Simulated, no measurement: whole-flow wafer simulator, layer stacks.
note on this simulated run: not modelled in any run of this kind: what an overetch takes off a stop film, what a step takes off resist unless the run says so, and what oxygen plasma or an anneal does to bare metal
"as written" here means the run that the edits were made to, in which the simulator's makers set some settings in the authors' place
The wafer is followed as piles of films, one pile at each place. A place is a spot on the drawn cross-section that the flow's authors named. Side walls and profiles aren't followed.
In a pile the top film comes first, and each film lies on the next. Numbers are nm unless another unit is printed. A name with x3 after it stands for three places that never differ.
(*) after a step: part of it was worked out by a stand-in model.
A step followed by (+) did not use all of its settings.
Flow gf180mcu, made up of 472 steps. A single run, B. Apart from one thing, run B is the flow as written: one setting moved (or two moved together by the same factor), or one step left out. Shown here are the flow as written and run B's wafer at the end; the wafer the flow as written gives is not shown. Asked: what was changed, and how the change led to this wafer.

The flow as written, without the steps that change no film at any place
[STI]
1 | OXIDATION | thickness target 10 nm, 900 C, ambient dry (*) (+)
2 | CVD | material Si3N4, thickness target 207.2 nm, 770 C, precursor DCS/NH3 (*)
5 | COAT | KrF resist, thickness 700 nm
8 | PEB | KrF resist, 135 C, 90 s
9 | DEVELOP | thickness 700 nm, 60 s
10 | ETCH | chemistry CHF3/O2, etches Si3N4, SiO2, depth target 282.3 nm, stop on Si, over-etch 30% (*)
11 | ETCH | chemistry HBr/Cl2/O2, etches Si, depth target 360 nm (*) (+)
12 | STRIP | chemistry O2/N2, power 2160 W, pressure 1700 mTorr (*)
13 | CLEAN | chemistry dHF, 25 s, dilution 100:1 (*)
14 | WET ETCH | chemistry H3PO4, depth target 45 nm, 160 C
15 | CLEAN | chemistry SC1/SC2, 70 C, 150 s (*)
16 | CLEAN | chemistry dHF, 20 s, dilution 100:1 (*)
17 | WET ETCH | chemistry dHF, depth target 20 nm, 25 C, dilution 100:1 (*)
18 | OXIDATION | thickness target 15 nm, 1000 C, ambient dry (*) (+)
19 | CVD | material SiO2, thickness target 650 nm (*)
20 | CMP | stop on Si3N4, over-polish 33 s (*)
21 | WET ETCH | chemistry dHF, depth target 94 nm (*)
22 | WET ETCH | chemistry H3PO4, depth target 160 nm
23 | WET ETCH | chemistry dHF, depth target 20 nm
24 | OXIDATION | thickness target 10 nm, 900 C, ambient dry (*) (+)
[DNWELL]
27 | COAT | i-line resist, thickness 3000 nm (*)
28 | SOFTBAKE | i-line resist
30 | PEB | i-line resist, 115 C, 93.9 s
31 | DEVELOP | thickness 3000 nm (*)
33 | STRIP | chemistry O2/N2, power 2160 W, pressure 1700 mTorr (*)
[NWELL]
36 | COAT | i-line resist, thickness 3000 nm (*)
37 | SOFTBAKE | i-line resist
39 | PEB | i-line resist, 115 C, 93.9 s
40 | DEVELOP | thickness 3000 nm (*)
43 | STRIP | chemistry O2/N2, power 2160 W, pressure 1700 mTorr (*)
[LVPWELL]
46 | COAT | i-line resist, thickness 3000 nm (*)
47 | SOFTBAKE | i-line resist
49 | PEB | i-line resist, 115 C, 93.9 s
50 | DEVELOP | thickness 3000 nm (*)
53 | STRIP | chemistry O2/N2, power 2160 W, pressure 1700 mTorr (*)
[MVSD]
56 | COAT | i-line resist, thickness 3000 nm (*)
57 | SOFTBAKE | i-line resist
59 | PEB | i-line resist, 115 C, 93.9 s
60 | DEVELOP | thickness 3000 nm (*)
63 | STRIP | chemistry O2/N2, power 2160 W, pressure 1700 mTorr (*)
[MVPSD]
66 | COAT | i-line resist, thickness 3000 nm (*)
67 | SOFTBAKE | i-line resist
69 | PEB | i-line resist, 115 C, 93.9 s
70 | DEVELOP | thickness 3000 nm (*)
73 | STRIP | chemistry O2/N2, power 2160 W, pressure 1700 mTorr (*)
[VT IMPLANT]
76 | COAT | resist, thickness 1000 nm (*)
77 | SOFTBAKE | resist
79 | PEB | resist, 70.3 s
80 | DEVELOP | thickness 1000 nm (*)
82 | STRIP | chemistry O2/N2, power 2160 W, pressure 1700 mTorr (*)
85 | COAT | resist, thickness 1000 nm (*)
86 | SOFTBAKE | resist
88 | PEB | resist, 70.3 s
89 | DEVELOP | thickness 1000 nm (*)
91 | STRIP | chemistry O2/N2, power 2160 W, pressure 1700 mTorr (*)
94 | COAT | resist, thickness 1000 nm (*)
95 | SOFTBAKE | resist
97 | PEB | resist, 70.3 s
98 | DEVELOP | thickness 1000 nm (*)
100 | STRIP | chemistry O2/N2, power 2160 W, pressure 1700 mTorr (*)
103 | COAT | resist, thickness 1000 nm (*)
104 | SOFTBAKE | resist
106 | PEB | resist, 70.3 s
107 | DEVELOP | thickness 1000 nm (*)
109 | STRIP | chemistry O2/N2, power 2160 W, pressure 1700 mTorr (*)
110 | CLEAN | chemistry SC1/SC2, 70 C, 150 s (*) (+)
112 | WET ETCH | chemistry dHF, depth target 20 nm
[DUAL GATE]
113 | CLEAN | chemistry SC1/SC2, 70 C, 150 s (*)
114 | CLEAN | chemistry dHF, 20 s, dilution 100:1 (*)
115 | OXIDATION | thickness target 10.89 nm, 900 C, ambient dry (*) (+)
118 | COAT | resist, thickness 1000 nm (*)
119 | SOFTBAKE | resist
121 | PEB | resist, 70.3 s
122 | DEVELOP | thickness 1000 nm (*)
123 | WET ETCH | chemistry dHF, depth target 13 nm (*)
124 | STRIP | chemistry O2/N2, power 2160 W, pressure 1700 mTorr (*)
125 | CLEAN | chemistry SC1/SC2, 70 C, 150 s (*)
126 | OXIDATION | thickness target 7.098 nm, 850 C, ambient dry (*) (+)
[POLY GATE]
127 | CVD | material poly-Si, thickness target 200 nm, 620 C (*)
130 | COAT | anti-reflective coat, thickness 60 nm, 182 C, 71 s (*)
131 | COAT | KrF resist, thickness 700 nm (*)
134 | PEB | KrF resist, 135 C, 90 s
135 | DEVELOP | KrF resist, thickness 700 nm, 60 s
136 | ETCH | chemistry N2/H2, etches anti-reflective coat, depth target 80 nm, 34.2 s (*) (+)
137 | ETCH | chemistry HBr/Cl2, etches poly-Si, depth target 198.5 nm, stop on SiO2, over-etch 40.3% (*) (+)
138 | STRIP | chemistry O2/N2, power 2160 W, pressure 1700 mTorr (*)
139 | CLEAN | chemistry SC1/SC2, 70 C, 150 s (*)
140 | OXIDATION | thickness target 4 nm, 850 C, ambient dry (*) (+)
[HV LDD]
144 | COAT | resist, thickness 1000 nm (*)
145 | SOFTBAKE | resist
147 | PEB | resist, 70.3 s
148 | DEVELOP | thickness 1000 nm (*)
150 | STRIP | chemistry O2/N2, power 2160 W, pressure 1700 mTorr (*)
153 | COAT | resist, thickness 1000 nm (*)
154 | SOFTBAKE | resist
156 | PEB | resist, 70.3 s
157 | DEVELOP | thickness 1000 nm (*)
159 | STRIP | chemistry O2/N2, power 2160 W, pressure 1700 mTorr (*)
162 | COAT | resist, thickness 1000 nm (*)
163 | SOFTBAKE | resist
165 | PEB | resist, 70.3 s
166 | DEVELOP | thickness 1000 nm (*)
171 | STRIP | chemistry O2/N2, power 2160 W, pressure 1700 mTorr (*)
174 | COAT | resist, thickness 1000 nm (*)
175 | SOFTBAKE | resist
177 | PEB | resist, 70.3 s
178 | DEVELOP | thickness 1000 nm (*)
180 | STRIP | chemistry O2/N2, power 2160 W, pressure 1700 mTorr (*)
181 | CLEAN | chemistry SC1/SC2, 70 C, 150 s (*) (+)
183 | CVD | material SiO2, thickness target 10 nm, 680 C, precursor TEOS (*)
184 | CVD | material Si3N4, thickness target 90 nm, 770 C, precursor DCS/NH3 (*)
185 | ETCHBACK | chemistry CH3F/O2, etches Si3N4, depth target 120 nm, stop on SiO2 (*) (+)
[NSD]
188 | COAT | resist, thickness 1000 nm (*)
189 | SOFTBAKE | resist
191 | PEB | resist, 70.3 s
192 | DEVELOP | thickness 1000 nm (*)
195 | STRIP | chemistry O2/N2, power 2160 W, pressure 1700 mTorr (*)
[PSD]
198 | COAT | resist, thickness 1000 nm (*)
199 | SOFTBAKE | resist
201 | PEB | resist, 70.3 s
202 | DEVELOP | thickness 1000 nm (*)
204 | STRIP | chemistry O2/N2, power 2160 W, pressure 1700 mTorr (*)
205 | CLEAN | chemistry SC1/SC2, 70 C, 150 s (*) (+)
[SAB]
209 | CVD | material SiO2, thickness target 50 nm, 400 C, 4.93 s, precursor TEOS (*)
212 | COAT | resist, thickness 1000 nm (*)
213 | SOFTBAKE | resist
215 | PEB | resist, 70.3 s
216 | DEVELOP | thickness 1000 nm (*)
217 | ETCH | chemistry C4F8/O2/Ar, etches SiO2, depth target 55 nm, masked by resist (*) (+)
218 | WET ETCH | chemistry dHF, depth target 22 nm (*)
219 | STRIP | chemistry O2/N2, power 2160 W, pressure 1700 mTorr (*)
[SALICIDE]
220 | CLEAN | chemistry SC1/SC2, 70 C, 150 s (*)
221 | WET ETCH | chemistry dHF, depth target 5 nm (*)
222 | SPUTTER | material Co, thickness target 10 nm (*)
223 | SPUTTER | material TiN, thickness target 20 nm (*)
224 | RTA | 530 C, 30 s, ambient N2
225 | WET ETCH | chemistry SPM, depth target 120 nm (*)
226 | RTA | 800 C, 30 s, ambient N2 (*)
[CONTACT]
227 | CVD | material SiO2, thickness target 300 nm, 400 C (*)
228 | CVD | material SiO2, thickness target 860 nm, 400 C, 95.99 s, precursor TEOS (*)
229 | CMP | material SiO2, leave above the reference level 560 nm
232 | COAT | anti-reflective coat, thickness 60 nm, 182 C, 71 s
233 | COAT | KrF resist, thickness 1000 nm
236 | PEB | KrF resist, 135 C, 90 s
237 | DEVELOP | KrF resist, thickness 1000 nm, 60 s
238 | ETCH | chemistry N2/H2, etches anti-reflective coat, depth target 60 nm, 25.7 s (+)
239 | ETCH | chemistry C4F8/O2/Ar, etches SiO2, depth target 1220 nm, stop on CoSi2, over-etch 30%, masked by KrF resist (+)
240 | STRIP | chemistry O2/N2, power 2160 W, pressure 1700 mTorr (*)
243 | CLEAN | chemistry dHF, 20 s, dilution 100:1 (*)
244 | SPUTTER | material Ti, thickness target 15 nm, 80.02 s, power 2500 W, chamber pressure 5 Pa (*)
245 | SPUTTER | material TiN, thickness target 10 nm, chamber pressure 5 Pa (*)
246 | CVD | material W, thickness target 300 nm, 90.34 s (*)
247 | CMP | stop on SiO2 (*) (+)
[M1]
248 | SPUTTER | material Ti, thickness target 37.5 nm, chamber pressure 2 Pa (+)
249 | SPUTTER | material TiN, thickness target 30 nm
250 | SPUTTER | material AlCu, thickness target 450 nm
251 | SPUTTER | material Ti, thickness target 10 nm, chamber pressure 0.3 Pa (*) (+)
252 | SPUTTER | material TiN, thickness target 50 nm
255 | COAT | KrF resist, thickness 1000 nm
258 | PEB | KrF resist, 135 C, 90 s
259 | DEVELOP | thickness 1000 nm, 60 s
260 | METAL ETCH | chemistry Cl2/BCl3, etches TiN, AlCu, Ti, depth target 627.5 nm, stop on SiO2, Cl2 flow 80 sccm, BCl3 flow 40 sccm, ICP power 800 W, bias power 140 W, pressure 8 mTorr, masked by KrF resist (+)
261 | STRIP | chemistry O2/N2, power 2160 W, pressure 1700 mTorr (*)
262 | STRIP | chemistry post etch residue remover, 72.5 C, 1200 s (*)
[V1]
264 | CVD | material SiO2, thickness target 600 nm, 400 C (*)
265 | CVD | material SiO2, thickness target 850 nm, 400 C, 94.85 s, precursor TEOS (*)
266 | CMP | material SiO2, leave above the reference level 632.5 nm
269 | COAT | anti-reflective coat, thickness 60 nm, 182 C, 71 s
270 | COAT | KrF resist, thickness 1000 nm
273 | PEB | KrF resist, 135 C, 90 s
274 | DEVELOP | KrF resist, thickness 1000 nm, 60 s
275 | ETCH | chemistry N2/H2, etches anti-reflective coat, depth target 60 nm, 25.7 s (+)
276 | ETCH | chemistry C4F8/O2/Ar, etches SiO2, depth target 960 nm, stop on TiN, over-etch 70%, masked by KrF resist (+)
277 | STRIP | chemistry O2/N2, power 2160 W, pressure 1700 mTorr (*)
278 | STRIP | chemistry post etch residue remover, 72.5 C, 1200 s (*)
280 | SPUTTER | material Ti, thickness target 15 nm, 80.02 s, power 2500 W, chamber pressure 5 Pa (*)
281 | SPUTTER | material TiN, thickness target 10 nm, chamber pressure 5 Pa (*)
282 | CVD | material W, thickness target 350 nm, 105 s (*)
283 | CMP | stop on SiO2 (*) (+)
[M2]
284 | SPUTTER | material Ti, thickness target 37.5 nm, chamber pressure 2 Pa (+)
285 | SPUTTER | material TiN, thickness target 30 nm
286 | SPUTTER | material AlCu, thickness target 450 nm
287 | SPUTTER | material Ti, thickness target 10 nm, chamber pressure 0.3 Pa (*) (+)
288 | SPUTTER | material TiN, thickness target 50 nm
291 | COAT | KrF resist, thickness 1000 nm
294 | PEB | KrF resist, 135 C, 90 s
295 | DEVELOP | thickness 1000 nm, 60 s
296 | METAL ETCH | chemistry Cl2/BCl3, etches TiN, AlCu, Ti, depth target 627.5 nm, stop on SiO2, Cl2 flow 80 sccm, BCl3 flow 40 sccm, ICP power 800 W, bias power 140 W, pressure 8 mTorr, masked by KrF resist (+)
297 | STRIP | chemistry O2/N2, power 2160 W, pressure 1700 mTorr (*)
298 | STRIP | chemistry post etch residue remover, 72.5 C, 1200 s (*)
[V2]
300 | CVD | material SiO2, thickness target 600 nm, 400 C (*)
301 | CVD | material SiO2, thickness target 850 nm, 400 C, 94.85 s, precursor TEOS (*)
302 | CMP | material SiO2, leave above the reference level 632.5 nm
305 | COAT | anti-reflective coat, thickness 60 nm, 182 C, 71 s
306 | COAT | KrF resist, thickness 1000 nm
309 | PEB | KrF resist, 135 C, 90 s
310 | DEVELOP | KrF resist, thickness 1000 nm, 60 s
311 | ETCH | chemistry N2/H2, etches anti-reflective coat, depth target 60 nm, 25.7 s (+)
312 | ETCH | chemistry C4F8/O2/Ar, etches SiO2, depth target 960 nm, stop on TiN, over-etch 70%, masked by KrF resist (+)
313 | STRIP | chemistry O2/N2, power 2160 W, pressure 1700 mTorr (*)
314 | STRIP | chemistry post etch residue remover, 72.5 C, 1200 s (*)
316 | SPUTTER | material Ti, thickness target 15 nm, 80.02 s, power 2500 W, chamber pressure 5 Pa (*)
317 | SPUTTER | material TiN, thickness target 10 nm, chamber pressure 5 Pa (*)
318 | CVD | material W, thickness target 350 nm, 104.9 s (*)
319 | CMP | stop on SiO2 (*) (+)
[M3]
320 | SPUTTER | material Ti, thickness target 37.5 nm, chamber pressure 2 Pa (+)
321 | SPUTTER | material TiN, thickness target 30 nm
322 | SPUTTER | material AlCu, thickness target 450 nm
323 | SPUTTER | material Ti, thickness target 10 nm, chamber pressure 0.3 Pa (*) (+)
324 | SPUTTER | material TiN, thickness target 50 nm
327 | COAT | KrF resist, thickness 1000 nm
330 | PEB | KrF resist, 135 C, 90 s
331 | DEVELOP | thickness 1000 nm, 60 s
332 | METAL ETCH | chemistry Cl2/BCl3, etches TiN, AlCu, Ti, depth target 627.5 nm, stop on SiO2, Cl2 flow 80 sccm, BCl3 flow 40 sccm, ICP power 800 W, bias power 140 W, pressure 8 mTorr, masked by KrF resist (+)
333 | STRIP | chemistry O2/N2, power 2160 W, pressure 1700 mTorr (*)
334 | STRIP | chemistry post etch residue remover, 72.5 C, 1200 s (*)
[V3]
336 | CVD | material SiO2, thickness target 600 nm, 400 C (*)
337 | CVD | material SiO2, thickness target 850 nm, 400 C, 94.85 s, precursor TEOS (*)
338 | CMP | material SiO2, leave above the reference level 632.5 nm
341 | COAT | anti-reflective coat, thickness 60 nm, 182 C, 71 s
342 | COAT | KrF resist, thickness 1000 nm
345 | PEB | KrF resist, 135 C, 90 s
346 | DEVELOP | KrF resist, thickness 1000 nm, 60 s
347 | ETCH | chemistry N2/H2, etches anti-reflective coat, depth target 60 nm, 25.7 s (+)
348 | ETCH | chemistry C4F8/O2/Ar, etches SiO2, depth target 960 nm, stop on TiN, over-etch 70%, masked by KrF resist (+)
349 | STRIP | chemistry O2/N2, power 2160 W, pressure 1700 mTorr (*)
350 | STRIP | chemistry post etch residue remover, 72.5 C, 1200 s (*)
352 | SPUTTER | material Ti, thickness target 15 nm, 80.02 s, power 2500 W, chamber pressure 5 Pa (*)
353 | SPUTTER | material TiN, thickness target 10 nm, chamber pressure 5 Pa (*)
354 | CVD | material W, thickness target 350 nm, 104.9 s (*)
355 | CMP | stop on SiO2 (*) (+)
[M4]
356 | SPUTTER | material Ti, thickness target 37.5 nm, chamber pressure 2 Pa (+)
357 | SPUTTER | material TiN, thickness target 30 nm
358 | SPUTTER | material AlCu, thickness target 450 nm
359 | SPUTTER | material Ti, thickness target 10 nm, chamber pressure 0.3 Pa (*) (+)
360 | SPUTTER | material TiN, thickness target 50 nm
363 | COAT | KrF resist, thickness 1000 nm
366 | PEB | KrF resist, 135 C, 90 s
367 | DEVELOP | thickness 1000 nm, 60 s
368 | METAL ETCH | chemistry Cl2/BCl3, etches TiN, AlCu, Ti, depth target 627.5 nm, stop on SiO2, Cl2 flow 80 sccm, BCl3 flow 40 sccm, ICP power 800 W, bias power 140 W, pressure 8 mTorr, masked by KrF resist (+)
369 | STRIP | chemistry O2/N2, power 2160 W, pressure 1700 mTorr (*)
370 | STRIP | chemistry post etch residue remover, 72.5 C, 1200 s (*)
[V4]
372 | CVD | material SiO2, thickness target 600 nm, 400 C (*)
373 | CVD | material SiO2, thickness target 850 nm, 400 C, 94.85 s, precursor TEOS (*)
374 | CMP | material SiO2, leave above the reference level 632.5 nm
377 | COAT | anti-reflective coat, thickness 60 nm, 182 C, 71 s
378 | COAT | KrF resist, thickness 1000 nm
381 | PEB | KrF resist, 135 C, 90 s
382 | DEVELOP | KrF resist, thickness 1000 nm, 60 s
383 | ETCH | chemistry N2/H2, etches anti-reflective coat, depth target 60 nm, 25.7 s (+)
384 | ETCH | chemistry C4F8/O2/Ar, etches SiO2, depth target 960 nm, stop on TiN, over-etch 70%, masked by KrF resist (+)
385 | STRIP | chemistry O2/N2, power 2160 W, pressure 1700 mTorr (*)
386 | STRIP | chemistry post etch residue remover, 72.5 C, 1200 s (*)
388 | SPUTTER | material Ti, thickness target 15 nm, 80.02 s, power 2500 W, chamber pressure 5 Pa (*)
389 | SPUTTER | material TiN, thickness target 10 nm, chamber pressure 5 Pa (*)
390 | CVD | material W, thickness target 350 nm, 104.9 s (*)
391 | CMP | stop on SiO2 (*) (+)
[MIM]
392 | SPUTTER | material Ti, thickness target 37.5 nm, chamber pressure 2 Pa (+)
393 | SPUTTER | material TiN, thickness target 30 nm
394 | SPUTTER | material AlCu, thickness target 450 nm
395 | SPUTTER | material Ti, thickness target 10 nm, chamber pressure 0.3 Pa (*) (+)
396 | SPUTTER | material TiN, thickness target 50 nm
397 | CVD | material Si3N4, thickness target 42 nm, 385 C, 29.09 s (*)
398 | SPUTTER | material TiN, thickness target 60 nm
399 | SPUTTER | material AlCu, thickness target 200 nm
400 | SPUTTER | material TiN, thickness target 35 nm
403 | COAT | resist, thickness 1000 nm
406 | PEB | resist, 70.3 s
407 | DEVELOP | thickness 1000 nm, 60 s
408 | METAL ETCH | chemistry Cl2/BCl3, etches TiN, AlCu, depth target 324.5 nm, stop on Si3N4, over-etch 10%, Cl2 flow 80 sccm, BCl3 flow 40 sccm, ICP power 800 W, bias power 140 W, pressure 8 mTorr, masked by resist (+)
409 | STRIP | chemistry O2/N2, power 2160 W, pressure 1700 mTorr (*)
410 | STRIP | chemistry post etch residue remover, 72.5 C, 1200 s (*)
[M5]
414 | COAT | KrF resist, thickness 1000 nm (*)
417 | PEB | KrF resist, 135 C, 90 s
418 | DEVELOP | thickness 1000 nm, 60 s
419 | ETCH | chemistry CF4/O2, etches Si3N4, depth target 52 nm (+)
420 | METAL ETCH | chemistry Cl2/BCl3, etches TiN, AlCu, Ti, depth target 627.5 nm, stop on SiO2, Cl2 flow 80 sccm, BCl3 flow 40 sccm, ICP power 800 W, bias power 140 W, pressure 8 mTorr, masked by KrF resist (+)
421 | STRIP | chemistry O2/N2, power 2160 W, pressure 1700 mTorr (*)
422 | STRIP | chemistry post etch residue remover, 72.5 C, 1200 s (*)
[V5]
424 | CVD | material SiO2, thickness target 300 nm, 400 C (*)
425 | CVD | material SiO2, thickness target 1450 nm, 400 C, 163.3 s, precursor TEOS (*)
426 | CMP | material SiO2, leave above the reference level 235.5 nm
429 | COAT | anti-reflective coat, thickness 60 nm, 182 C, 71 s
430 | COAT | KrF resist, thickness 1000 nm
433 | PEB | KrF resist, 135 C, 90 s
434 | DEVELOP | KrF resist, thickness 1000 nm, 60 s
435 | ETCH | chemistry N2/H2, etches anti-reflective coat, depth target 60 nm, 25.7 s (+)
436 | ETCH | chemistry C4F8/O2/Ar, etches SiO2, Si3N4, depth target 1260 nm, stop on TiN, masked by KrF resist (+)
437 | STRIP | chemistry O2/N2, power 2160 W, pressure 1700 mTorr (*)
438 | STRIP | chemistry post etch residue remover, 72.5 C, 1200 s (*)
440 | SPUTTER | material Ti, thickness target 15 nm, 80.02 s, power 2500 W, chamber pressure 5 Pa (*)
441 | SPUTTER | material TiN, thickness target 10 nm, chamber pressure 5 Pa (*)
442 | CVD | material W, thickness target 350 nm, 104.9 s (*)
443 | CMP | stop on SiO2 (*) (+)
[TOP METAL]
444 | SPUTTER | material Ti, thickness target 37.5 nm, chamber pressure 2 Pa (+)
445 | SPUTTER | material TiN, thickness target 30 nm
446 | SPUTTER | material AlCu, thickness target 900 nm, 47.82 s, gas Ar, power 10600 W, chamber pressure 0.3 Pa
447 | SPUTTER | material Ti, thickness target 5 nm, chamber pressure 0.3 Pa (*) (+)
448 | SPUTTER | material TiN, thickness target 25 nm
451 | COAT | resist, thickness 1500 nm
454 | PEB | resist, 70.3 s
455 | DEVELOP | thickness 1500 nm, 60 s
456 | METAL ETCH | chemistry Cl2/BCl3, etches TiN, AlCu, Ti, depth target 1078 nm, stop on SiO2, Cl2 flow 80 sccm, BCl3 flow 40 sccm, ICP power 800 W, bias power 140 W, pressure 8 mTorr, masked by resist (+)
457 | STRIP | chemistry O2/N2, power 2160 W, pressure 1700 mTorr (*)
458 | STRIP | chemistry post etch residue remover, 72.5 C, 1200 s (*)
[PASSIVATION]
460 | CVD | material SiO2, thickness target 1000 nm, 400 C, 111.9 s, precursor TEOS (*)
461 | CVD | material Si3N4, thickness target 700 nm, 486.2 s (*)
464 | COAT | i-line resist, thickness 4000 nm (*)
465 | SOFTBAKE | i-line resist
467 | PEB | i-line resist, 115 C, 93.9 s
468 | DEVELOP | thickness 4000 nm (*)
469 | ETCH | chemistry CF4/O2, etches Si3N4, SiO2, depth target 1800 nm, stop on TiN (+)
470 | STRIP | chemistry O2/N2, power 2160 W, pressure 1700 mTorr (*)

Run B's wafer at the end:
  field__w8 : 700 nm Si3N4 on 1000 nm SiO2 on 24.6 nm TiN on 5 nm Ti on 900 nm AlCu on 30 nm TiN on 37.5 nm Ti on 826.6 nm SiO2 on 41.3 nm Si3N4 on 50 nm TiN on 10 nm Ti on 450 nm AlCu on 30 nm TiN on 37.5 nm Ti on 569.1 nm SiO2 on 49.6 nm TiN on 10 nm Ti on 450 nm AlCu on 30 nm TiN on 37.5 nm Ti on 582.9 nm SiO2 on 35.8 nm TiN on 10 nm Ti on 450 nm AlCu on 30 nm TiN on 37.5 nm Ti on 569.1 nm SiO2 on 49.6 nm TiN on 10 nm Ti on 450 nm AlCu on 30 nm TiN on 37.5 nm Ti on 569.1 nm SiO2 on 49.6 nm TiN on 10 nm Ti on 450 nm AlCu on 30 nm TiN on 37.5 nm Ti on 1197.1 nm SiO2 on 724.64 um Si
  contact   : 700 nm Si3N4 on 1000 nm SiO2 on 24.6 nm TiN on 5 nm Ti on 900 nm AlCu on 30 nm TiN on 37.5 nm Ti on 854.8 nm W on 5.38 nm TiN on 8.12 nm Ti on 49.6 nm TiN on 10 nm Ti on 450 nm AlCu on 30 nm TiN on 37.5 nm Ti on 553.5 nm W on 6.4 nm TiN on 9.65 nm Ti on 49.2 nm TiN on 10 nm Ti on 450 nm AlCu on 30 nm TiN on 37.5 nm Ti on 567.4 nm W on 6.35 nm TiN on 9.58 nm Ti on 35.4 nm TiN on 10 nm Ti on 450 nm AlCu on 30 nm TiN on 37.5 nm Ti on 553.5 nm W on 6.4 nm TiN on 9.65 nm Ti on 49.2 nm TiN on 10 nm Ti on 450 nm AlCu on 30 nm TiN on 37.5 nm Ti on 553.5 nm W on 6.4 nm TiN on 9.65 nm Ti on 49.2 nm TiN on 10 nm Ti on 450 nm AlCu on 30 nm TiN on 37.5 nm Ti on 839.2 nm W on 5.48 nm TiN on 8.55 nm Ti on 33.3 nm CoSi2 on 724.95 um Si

Cause: step 324, SPUTTER: thickness target 36.2 nm was run, while the flow as written has thickness target 50 nm.

How this came from the change, step by step:
  324 | SPUTTER | material TiN, thickness target 50 nm
      field, field__w1, field__w2 and 108 more: +36.2 TiN (new film) (in the flow as written it would be: +50 TiN (new film))
  332 | METAL ETCH | chemistry Cl2/BCl3, etches TiN, AlCu, Ti, depth target 627.5 nm, stop on SiO2, Cl2 flow 80 sccm, BCl3 flow 40 sccm, ICP power 800 W, bias power 140 W, pressure 8 mTorr, masked by KrF resist (+)
      field, field__w1, field__w2 and 103 more: -36.2 TiN (all of it), -10 Ti (all of it), -450 AlCu (all of it), -30 TiN (all of it), -37.5 Ti (all of it) (in the flow as written it would be: -50 TiN (all of it), -10 Ti (all of it), -450 AlCu (all of it), -30 TiN (all of it), -37.5 Ti (all of it))
  348 | ETCH | chemistry C4F8/O2/Ar, etches SiO2, depth target 960 nm, stop on TiN, over-etch 70%, masked by KrF resist (+)
      contact: -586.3 SiO2 (all of it) (in the flow as written it would be: -572.5 SiO2 (all of it))
